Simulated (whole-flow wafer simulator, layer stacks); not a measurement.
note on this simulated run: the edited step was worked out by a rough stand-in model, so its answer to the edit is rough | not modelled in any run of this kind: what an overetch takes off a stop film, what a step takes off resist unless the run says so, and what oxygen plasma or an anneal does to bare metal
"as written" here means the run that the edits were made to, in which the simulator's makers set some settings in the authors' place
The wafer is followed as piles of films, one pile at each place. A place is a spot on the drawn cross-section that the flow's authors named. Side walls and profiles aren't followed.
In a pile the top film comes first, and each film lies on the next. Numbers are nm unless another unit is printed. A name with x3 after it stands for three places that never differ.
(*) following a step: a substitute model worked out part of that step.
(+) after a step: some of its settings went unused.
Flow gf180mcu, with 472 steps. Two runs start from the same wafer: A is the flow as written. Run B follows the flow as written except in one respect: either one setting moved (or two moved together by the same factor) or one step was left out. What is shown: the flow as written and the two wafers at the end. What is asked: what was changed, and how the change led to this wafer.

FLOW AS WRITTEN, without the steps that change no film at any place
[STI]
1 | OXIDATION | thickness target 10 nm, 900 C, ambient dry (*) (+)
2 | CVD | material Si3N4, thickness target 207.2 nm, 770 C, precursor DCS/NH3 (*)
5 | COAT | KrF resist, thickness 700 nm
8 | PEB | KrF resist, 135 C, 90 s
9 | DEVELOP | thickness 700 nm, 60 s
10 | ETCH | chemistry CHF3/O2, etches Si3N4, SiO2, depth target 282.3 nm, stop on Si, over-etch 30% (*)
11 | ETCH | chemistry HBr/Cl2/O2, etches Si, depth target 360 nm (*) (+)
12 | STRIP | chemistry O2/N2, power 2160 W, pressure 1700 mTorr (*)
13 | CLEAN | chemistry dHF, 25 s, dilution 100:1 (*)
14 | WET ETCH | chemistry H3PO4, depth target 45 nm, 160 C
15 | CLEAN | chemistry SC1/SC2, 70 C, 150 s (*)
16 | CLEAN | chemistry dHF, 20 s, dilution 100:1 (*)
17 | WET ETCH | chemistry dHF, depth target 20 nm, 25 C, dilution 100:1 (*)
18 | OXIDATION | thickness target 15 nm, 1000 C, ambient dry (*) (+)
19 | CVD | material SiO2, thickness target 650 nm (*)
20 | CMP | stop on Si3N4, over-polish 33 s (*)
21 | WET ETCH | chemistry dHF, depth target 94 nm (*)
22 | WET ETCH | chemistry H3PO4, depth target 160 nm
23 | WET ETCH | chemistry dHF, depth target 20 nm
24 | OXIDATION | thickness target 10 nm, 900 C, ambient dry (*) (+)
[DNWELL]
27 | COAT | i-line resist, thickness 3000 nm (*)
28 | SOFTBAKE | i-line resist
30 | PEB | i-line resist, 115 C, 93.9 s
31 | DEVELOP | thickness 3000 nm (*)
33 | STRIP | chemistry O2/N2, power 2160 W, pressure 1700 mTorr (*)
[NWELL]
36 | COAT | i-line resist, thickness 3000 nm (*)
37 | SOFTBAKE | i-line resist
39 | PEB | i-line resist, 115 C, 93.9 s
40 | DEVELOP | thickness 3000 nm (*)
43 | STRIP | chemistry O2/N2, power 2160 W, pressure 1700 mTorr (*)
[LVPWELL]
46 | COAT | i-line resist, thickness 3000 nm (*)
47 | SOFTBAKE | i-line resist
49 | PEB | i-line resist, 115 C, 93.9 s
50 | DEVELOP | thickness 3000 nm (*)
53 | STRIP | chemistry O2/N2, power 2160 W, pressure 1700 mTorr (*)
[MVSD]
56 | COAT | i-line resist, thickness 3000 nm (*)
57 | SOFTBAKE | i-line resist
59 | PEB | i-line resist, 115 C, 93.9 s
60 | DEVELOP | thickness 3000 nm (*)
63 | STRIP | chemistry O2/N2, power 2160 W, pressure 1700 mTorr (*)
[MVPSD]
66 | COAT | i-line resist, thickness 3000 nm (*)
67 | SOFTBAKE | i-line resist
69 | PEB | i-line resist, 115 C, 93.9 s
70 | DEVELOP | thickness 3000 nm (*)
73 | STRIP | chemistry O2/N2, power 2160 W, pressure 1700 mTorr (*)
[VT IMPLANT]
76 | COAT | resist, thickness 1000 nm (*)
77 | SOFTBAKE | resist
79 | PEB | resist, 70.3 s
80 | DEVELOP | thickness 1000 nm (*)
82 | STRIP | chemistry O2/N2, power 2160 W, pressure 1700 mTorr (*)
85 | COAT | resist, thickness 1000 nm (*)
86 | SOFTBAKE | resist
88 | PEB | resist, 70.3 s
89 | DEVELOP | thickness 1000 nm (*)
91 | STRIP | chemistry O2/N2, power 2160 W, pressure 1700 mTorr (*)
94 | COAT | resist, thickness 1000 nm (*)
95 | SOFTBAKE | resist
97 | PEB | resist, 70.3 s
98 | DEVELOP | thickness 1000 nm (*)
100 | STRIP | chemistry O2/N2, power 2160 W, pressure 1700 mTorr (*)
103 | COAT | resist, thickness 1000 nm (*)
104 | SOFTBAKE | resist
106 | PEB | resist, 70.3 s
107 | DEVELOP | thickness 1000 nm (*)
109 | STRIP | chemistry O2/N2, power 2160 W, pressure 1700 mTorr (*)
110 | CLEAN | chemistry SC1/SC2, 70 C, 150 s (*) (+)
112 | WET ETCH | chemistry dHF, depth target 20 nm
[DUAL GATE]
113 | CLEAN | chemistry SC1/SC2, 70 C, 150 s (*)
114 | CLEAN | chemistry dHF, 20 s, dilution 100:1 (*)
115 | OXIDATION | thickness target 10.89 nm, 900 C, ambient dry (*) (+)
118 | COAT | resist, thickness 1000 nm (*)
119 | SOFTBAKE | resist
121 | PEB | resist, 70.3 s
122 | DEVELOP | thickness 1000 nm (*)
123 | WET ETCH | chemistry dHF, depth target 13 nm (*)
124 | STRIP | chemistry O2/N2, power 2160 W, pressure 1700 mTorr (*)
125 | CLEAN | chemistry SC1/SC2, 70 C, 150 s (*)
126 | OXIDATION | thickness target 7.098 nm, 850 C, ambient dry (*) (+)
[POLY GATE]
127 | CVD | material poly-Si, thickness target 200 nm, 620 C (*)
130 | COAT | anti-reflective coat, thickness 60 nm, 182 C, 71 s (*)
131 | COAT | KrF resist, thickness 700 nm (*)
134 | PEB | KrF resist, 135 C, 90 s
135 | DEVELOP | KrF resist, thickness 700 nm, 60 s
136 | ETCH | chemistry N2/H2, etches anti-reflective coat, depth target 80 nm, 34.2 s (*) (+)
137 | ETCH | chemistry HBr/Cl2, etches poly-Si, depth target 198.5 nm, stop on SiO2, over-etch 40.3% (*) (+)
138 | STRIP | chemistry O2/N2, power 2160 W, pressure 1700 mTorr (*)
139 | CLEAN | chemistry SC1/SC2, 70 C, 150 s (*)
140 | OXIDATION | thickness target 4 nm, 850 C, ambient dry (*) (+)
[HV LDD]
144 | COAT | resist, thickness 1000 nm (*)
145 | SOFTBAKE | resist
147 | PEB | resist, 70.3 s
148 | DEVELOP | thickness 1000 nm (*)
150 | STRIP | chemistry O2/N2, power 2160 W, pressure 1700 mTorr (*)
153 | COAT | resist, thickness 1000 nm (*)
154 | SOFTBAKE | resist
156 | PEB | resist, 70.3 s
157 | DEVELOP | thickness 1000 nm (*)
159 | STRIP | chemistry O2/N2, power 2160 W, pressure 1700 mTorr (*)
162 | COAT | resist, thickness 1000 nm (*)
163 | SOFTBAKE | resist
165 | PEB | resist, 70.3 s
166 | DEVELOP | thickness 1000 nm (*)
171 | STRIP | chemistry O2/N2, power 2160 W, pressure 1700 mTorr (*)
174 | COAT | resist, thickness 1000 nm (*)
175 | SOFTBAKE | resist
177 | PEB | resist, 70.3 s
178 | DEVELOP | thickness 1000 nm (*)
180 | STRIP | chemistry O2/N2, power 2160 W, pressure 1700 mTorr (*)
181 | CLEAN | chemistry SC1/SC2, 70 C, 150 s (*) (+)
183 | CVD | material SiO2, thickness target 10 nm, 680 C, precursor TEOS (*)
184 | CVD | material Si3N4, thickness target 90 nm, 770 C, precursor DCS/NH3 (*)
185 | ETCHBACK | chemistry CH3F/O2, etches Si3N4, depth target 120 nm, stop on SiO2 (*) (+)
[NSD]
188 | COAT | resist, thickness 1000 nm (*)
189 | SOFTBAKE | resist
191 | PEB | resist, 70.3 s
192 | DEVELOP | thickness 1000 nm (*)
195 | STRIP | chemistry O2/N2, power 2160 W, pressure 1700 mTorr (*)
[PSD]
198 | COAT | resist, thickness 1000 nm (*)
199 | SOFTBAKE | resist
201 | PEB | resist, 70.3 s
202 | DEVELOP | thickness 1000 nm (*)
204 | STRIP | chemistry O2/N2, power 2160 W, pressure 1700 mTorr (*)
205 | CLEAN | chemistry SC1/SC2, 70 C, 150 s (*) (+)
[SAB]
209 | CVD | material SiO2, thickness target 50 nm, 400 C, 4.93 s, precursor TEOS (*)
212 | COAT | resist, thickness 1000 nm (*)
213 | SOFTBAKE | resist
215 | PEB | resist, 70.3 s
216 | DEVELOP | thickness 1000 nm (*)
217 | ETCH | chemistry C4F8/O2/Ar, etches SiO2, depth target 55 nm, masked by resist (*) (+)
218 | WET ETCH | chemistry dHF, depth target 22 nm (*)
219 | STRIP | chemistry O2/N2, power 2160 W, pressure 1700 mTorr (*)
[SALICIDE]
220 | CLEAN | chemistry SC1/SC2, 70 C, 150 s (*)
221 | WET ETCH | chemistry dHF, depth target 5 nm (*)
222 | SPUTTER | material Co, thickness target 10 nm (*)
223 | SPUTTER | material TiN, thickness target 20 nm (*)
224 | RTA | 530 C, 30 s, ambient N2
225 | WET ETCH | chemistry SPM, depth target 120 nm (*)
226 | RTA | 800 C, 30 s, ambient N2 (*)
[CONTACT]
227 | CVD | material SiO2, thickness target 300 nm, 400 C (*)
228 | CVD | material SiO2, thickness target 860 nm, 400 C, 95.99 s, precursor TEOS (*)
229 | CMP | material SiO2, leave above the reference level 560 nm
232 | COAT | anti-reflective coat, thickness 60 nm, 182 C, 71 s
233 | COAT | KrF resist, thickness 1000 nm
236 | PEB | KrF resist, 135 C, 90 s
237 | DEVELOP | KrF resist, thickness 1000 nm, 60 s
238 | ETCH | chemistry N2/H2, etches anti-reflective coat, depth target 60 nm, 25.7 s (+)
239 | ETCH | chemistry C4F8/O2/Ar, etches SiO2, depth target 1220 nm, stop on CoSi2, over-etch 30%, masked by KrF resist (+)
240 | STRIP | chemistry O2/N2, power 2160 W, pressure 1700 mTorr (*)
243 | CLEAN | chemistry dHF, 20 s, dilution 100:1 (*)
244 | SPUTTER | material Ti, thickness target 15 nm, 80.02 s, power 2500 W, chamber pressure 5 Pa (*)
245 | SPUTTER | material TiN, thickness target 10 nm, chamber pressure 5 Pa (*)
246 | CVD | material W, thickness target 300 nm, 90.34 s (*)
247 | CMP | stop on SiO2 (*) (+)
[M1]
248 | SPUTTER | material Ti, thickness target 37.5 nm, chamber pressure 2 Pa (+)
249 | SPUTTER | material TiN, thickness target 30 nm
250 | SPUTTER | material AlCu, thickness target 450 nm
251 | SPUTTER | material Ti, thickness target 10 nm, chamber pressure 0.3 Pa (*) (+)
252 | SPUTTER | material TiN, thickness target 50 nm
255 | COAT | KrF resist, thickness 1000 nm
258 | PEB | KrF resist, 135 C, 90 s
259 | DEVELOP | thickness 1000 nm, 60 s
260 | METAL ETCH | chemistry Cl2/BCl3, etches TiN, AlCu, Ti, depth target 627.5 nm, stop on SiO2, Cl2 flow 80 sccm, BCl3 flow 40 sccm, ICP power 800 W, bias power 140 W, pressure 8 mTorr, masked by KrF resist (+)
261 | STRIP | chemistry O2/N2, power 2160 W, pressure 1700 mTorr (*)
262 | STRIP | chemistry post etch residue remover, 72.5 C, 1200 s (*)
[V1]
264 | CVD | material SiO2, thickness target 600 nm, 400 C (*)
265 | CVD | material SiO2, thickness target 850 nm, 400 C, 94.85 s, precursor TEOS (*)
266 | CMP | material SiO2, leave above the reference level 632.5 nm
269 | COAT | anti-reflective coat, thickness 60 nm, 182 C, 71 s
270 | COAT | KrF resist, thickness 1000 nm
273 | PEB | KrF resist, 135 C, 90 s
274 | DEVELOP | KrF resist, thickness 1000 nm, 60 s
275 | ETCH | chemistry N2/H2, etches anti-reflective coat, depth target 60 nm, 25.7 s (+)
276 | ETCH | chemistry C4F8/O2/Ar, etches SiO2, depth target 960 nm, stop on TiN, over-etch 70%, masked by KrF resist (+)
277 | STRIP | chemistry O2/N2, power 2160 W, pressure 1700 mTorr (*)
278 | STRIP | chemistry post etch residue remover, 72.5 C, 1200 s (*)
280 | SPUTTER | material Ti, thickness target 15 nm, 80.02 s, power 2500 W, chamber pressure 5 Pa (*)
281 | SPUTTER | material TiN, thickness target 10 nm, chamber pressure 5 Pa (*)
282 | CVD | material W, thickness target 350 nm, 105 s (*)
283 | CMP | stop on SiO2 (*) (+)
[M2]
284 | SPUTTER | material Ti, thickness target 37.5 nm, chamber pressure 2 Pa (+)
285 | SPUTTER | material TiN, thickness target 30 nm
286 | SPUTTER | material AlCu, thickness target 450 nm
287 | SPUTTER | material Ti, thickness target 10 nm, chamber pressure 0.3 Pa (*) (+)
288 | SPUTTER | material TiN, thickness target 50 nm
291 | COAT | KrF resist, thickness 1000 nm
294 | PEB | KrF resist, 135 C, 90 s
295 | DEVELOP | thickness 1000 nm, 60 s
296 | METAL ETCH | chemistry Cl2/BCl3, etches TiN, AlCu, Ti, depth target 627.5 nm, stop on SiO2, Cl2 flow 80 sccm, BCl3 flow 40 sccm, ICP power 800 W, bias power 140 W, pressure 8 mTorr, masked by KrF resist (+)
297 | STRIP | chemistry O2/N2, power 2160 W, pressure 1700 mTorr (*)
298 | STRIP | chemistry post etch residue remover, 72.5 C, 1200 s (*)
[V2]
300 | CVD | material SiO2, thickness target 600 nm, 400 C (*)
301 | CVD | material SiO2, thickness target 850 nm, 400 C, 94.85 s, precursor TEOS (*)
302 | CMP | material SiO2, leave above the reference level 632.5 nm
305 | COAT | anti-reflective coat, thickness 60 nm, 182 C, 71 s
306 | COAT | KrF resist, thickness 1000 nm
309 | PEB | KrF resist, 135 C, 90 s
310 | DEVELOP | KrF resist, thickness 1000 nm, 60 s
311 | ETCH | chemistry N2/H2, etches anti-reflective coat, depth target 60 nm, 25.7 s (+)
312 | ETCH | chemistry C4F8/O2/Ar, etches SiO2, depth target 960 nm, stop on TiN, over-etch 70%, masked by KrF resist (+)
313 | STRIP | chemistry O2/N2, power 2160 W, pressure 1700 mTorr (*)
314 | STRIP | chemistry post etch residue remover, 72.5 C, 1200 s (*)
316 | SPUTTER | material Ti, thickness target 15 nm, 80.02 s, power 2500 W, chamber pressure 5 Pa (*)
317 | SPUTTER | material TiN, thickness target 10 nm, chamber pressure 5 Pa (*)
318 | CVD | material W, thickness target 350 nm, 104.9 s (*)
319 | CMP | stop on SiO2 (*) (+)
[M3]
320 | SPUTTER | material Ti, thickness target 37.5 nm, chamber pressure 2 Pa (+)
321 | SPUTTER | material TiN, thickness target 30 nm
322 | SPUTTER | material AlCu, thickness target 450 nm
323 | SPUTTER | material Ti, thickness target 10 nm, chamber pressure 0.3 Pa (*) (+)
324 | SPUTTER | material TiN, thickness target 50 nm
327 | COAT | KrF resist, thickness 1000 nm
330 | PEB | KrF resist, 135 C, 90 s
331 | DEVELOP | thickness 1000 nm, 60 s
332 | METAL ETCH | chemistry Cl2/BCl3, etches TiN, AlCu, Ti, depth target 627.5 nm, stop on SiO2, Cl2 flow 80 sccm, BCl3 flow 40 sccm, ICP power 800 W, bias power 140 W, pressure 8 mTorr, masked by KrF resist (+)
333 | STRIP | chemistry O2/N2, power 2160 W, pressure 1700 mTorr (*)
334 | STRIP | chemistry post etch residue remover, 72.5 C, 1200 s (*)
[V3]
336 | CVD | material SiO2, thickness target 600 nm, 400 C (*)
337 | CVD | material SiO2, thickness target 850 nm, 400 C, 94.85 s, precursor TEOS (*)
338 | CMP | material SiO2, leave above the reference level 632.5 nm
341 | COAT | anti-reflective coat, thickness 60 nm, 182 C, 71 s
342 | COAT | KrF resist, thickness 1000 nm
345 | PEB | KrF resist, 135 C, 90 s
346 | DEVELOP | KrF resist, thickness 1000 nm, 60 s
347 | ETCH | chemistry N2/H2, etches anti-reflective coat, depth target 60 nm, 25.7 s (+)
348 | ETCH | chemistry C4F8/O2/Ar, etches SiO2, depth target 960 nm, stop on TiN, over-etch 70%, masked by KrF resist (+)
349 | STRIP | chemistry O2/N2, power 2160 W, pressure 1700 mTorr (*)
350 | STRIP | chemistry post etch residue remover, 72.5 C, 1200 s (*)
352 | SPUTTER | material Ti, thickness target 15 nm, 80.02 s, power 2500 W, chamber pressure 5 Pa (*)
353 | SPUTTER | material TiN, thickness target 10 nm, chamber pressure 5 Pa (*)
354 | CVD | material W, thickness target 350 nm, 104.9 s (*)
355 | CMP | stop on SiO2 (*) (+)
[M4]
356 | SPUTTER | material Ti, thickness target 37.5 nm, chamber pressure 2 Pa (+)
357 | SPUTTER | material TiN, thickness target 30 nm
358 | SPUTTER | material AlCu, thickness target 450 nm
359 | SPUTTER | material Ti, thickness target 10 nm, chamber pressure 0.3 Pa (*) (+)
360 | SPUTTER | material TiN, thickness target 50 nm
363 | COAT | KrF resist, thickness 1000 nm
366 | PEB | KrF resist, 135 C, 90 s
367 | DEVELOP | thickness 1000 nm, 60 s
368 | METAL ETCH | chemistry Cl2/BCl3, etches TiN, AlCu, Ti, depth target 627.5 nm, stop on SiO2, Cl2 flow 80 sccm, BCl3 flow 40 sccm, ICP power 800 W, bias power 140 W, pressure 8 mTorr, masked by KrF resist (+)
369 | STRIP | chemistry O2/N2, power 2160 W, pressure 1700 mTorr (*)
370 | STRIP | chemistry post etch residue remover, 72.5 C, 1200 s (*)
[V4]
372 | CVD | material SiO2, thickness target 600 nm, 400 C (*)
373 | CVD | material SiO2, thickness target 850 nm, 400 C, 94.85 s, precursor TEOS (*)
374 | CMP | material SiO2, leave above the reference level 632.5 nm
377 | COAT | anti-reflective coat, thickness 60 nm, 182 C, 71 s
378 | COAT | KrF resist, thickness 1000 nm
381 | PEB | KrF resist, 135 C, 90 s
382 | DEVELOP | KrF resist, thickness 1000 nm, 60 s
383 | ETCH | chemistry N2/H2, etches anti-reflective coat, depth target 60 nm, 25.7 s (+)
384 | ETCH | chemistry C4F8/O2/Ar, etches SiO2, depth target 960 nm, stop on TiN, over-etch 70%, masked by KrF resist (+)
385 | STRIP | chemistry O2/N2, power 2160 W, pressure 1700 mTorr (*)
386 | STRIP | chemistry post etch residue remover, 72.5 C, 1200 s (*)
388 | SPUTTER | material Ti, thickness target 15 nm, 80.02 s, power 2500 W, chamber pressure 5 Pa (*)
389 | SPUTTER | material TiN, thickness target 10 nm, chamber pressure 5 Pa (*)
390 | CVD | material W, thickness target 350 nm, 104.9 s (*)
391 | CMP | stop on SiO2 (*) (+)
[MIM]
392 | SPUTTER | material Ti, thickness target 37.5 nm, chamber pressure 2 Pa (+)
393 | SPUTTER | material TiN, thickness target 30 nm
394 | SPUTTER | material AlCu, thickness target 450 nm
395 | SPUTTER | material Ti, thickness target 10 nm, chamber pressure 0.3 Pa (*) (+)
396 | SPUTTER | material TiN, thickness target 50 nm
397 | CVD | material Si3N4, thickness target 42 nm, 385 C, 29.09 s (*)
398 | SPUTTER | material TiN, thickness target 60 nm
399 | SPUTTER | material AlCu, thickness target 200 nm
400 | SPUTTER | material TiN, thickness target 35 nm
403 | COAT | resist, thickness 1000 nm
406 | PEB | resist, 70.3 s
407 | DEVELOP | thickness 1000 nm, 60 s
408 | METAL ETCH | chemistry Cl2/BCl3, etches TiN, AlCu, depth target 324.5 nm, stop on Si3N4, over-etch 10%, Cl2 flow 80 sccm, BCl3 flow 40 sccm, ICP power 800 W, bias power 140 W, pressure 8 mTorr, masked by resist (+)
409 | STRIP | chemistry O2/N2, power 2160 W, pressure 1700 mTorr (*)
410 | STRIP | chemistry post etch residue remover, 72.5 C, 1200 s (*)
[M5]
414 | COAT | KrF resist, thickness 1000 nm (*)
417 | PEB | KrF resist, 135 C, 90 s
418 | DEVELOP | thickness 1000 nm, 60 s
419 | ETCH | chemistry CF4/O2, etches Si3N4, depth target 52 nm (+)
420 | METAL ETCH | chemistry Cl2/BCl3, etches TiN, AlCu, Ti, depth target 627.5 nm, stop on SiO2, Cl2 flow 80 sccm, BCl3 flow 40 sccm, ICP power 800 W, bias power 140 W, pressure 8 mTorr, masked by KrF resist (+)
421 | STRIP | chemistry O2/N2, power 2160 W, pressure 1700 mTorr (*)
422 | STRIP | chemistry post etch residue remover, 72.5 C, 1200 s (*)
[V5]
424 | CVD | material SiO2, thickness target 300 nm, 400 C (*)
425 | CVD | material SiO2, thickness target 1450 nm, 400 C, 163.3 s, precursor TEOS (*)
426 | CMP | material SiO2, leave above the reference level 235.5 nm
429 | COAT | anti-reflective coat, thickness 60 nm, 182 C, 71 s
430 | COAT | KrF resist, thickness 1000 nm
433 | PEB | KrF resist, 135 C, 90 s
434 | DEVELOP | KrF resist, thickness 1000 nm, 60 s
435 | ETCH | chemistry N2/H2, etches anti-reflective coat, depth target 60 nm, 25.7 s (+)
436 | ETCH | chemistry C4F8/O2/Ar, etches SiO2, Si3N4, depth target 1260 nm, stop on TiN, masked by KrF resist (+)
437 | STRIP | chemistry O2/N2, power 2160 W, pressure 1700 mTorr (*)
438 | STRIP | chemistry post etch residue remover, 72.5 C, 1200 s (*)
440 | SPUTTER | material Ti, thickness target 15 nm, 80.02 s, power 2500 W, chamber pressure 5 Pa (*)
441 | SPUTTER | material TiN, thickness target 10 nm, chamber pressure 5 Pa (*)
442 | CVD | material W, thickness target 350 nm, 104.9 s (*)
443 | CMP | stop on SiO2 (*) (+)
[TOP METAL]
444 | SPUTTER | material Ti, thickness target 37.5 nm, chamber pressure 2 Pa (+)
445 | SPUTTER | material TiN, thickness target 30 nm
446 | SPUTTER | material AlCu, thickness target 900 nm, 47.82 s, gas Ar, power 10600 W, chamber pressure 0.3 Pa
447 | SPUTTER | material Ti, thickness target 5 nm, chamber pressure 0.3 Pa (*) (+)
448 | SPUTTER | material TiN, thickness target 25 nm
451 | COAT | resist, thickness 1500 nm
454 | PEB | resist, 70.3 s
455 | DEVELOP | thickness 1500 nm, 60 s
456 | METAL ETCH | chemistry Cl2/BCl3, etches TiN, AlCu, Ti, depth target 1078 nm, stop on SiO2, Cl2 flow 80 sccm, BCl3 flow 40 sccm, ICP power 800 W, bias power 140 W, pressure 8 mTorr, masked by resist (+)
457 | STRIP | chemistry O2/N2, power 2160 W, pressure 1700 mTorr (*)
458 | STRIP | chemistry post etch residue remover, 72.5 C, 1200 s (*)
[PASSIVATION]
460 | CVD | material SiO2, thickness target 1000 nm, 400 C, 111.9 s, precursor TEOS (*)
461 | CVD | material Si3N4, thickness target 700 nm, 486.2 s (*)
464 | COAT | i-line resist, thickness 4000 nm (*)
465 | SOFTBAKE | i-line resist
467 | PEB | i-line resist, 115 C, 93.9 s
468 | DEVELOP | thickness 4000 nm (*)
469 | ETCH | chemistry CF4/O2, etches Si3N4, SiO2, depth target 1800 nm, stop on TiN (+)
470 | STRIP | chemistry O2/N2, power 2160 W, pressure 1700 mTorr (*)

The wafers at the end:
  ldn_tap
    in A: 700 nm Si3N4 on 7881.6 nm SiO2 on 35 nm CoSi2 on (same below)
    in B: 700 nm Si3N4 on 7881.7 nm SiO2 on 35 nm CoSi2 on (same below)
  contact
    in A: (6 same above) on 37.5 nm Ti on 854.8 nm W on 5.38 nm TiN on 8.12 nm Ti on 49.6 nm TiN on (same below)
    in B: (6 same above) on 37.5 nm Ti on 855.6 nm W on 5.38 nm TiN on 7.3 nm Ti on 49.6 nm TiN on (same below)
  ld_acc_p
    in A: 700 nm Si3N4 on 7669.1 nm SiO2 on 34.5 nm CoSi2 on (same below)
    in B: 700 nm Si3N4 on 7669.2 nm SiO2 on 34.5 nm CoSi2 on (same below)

Cause: step 440, SPUTTER: 72.02 s was run, though the flow has 80.02 s.

How this came from the change, step by step:
  440 | SPUTTER | material Ti, thickness target 15 nm, 80.02 s, power 2500 W, chamber pressure 5 Pa (*)
      field, field__w1, field__w2 and 108 more: A +15 Ti (new film) | B +13.5 Ti (new film)
      contact: A +8.12 Ti (new film) | B +7.3 Ti (new film)
  443 | CMP | stop on SiO2 (*) (+)
      field, field__w1, field__w2 and 108 more: A -350 W (all of it), -10 TiN (all of it), -15 Ti (all of it), -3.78 SiO2 | B -350 W (all of it), -10 TiN (all of it), -13.5 Ti (all of it), -3.77 SiO2
